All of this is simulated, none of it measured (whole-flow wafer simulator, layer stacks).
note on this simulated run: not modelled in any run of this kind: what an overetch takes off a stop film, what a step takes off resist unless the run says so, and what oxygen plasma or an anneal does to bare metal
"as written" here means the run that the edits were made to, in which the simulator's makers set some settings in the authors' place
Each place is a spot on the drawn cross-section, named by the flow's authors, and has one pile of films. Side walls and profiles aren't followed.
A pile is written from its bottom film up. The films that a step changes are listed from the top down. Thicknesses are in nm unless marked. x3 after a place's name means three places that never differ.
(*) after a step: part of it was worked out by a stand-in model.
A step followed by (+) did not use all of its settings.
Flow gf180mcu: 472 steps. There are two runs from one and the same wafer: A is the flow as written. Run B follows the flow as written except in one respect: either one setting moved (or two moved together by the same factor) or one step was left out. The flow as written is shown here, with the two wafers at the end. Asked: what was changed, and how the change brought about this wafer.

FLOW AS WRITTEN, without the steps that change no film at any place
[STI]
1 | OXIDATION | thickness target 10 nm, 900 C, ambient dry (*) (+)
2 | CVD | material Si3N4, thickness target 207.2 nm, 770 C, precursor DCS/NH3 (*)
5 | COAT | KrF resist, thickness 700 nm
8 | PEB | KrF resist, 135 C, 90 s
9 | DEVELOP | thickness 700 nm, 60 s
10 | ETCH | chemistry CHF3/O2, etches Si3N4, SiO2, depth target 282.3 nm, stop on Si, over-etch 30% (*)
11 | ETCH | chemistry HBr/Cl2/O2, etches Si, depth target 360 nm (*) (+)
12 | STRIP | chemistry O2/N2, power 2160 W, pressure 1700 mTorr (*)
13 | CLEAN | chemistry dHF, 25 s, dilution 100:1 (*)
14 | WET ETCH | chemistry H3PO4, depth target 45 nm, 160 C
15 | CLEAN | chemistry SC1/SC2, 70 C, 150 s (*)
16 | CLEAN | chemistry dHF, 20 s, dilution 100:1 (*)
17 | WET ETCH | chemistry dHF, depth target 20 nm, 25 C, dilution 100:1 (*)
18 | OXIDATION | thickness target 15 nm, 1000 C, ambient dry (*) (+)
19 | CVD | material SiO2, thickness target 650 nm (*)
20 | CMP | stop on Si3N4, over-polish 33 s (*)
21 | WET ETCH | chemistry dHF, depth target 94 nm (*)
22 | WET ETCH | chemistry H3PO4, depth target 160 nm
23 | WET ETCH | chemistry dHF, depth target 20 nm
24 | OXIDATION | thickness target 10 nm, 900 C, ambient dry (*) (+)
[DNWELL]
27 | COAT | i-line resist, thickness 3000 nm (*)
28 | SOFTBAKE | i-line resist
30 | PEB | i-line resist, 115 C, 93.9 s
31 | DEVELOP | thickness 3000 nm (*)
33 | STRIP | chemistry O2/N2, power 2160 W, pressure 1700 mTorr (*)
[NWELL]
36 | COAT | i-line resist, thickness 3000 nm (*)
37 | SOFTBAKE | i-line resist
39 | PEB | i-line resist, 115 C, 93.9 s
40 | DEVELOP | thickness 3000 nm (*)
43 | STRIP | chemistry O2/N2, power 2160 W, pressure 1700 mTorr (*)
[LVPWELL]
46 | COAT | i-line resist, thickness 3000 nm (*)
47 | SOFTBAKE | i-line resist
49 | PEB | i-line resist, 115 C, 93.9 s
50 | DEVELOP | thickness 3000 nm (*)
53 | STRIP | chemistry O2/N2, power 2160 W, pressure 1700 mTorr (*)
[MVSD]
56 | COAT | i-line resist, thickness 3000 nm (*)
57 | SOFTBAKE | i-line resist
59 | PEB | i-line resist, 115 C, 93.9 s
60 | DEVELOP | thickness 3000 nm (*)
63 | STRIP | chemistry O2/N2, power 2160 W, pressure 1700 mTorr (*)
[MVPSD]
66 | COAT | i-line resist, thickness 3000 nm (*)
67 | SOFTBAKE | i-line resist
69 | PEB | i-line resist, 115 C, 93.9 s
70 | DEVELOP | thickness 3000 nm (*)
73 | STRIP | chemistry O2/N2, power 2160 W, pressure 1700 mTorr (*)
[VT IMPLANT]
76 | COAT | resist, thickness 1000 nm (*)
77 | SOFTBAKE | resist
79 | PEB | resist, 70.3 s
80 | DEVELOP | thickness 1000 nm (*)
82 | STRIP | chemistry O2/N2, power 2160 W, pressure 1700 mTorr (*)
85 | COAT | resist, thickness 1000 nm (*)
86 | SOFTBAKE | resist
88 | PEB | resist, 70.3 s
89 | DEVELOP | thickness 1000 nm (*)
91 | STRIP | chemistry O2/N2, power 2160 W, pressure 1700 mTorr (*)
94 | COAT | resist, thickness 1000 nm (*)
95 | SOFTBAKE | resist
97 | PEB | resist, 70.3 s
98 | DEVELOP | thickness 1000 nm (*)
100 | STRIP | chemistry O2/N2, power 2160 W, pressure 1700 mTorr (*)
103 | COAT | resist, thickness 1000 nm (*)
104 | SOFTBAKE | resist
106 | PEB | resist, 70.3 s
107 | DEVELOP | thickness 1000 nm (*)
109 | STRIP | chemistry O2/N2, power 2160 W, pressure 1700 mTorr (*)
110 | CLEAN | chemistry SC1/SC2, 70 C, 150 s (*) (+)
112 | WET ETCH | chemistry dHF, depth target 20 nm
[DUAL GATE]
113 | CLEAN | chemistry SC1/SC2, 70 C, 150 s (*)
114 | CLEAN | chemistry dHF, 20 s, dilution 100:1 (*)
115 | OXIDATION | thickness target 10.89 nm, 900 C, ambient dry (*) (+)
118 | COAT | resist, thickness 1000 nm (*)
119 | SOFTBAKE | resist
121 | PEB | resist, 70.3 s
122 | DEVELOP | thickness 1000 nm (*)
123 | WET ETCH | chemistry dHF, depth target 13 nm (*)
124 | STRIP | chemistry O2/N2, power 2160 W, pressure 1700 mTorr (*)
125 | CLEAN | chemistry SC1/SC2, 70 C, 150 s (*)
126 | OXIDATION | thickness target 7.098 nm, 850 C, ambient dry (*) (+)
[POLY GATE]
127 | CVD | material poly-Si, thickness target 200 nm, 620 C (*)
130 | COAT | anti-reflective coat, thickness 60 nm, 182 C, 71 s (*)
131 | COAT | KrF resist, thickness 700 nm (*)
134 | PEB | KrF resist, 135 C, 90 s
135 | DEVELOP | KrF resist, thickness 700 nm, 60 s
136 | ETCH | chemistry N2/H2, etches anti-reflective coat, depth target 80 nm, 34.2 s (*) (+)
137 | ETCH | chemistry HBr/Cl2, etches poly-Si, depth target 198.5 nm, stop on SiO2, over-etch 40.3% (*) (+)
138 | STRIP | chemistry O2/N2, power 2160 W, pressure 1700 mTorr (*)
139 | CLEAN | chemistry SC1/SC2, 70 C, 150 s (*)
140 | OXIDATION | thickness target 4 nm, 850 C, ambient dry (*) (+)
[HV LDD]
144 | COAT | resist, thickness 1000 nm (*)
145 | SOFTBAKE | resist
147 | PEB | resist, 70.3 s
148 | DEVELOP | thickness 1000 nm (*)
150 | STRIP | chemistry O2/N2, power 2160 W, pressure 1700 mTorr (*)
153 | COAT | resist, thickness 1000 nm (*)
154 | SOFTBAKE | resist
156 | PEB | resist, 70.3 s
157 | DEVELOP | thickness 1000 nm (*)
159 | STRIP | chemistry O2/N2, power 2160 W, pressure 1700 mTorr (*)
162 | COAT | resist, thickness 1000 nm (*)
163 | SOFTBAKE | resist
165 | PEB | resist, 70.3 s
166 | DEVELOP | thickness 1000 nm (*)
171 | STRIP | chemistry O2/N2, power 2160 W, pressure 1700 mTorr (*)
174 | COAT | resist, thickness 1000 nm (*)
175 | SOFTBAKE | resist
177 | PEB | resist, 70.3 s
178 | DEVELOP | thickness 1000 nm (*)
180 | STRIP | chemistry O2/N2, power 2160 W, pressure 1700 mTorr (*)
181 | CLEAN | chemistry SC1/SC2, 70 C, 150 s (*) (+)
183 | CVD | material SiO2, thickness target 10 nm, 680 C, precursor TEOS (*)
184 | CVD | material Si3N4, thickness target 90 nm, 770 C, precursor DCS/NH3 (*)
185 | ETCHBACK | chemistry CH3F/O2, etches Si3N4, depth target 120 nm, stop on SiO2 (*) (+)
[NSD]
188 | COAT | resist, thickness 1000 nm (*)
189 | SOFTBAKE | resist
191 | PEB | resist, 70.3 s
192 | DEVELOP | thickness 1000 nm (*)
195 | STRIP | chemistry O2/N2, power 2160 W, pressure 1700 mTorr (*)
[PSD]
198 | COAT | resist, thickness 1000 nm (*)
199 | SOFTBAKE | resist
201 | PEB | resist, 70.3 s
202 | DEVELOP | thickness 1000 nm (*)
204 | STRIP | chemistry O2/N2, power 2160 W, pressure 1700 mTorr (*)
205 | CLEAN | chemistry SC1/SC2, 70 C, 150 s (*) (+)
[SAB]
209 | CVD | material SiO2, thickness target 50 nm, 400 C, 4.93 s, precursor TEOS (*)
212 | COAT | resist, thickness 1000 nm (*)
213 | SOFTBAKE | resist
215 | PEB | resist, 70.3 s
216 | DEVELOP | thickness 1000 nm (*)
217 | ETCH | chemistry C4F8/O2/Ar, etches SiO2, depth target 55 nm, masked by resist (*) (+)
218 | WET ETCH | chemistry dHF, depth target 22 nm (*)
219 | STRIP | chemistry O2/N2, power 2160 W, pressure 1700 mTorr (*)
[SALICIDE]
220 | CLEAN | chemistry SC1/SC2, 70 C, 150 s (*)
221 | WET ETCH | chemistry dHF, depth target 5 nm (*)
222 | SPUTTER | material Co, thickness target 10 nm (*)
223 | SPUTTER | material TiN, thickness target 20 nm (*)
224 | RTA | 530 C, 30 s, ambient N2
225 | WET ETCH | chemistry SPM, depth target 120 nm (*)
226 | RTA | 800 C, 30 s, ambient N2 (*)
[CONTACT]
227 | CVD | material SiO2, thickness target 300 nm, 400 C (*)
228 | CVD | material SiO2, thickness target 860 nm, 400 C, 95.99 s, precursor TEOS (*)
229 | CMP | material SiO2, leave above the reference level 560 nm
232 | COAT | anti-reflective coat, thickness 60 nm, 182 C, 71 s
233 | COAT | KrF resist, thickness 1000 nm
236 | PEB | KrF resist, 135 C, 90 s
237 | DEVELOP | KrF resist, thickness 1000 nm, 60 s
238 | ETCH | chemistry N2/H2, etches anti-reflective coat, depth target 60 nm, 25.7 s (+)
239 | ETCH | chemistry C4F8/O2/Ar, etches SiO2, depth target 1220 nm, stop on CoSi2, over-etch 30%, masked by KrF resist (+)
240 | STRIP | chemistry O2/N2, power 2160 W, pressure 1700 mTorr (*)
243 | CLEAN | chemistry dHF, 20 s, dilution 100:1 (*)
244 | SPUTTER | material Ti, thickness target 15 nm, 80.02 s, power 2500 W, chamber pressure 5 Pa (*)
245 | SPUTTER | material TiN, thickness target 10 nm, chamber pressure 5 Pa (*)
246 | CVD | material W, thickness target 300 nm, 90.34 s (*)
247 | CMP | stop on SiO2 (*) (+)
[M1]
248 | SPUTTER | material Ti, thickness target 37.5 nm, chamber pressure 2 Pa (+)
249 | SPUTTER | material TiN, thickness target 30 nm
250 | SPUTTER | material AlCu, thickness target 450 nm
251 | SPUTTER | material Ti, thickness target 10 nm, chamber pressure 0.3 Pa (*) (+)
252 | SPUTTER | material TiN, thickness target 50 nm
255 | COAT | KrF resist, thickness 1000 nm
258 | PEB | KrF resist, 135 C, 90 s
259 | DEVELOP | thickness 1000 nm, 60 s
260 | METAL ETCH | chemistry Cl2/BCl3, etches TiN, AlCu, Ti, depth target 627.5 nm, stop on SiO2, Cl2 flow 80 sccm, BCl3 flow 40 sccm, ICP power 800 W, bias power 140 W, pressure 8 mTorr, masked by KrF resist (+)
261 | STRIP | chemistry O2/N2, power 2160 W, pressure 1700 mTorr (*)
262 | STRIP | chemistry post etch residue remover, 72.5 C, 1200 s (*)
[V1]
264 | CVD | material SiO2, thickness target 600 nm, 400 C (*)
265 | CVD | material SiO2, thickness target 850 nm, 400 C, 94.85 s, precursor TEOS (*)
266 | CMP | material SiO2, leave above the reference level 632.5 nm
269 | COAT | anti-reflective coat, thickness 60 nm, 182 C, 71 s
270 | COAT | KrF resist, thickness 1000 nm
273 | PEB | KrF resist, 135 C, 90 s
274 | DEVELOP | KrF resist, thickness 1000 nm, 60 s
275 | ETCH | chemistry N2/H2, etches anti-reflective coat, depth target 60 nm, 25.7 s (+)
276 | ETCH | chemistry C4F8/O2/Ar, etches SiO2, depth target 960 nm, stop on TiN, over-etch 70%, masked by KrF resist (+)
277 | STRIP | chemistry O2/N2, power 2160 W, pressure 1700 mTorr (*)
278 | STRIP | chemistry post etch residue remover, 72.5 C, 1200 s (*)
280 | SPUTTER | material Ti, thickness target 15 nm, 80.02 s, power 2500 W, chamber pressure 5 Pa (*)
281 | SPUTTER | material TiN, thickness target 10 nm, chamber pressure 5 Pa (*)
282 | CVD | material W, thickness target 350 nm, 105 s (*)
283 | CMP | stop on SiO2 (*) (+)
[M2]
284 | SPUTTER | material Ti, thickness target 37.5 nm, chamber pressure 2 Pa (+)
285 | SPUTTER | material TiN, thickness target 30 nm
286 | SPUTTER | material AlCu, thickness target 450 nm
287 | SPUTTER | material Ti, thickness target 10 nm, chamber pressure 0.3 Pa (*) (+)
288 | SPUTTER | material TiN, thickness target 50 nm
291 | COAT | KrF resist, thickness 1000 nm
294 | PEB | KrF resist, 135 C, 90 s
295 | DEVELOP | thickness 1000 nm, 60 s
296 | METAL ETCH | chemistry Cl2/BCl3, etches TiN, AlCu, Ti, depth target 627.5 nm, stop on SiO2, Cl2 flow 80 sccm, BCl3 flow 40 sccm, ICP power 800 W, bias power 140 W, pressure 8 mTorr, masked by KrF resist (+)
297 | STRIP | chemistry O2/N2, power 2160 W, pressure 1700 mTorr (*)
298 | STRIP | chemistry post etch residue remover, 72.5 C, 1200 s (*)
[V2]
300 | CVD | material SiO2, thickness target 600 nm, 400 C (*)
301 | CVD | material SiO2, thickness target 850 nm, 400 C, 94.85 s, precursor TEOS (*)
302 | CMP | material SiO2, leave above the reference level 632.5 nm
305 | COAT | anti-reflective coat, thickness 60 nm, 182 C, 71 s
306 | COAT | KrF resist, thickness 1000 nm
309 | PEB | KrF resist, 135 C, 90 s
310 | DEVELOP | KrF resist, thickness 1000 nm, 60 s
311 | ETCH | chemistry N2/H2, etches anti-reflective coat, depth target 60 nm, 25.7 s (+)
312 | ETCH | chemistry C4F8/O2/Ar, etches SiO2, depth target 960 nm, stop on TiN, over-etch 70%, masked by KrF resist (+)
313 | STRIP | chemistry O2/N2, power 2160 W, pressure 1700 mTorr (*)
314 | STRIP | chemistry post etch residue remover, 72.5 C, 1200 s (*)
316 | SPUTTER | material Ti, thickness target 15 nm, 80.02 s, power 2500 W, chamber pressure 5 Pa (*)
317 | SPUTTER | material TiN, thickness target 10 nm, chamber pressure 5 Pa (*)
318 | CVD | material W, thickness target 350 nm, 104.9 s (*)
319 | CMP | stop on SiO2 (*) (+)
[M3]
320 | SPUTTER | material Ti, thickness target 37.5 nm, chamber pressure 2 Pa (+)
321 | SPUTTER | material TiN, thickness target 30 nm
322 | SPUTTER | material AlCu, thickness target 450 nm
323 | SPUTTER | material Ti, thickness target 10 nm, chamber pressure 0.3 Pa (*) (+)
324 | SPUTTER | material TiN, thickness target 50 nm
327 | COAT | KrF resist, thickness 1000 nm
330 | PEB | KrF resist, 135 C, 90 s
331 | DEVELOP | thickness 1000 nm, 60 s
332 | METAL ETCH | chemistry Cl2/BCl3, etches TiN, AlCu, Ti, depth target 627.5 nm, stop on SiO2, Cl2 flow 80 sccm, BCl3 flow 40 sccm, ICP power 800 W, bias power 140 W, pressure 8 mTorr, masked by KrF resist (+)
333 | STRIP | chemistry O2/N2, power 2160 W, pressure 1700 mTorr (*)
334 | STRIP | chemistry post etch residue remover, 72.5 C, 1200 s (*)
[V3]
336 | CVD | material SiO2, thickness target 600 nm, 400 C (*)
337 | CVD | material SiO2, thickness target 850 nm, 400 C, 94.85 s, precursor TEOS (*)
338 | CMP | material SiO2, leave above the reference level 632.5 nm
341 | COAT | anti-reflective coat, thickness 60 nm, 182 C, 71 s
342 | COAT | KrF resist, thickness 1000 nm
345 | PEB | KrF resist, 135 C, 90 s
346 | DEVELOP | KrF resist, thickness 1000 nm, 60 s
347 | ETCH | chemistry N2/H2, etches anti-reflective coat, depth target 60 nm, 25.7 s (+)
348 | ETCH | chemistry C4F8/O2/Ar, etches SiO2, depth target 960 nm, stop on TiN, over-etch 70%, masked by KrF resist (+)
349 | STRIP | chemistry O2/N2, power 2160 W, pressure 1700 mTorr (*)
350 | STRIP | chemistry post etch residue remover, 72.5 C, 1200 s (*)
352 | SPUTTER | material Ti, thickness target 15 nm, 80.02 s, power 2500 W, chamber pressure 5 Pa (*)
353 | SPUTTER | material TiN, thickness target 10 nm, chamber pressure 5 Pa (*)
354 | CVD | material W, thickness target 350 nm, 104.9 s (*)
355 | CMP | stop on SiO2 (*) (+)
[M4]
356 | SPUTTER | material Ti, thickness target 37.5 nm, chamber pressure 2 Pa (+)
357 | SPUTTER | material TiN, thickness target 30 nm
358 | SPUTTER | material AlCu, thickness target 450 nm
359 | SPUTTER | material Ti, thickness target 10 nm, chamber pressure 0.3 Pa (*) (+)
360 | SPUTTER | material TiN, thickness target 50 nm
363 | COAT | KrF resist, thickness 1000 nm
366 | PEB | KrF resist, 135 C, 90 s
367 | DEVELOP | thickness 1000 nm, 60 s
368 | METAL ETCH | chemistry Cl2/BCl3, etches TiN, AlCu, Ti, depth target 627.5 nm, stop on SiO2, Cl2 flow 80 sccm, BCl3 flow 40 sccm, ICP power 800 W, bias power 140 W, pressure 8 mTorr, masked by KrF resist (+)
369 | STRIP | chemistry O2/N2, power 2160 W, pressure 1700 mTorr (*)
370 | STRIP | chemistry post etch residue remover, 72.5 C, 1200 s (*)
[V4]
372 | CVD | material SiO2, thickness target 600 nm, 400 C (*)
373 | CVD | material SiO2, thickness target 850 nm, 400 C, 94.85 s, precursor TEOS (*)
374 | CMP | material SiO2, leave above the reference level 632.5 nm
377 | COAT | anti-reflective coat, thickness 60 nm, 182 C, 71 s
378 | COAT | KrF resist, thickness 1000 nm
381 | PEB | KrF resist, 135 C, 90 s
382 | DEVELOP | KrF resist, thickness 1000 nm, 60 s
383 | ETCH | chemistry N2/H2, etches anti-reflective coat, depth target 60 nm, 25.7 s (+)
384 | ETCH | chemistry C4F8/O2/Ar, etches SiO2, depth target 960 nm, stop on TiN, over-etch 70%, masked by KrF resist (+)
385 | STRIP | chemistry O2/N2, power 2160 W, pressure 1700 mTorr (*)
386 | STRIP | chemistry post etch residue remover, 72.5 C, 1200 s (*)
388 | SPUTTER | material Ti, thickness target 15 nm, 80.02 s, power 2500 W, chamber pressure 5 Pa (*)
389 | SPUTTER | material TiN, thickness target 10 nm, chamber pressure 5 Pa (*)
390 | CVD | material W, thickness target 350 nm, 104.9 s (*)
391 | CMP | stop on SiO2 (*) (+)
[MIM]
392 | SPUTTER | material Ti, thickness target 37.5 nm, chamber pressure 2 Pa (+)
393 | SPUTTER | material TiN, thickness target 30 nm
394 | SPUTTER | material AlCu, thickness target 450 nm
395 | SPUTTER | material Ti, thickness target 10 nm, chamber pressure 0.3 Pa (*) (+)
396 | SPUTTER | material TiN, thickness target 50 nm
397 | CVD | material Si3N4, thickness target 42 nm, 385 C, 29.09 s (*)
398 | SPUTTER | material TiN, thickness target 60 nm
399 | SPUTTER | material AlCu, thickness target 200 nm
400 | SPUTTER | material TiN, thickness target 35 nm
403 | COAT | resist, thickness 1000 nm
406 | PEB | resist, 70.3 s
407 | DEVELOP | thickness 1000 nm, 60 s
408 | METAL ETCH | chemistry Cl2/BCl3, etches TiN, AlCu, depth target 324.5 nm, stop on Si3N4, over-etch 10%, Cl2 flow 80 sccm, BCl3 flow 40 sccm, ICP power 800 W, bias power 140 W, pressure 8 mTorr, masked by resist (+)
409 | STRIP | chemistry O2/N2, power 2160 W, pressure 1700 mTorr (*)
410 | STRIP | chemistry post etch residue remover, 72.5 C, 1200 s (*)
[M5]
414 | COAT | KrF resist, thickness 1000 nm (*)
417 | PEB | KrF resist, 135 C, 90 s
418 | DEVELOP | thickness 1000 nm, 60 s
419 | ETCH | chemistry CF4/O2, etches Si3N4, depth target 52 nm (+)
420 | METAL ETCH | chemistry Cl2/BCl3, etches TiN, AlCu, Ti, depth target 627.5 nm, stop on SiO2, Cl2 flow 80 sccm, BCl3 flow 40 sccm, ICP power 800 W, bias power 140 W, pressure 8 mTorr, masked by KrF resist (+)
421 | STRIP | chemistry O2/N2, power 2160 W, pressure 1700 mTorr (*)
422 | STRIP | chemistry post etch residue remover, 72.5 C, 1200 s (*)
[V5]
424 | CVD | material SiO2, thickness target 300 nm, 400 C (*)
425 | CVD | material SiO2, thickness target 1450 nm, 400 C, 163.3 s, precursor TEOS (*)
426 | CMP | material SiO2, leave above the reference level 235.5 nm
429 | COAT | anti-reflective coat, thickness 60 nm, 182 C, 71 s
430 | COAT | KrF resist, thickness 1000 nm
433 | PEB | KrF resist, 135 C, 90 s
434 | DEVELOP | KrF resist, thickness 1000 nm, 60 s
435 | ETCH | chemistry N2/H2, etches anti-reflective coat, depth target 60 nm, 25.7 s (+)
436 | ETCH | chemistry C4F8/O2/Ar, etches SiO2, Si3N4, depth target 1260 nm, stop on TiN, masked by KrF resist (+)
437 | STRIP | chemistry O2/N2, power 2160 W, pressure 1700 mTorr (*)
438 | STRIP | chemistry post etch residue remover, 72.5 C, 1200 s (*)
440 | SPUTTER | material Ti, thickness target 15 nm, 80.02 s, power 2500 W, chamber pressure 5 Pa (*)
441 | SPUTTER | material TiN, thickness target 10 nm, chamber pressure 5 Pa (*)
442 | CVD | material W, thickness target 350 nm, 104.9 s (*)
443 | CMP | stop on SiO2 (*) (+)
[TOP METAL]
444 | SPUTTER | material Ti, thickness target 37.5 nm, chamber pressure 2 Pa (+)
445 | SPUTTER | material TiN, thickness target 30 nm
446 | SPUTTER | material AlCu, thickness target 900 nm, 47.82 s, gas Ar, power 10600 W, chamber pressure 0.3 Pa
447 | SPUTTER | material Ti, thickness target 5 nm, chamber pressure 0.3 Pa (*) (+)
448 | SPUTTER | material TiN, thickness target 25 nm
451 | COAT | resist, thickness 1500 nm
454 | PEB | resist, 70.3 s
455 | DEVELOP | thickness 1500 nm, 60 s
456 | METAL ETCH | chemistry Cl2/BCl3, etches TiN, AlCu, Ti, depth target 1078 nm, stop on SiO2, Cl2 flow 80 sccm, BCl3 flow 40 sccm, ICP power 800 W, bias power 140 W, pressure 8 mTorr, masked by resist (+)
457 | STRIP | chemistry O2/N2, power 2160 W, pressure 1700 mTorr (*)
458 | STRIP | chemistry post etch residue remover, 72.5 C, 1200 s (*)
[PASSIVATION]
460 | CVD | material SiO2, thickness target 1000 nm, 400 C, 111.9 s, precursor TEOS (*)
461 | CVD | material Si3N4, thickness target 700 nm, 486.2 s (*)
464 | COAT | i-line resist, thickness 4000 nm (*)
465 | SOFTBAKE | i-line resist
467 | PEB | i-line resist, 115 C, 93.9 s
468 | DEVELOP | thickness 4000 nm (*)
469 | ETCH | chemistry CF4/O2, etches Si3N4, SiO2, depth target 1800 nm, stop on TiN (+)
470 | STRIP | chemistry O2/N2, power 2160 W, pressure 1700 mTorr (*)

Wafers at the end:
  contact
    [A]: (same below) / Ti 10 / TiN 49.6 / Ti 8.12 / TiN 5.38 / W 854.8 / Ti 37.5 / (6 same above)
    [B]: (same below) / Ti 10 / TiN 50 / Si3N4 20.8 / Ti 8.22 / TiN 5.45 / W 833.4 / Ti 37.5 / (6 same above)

What caused this: step 436, ETCH: depth target 850 nm was run, though the flow has depth target 1260 nm.

How this came from the change, step by step:
  436 | ETCH | chemistry C4F8/O2/Ar, etches SiO2, Si3N4, depth target 1260 nm, stop on TiN, masked by KrF resist (+)
      contact: A SiO2 loses 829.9 (all of it), Si3N4 loses 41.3 (all of it) | B SiO2 loses 829.9 (all of it), Si3N4 loses 20.1
      field, field__w1, field__w2 and 108 more: A KrF resist loses 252 | B KrF resist loses 170
  437 | STRIP | chemistry O2/N2, power 2160 W, pressure 1700 mTorr (*)
      field, field__w1, field__w2 and 108 more: A KrF resist loses 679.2 (all of it), anti-reflective coat loses 60 (all of it) | B KrF resist loses 761.2 (all of it), anti-reflective coat loses 60 (all of it)
If metal films that touch count as one body, contact has 2 bodies (between them, from the top down: Si3N4 20.8); the flow as written gives 1 body.
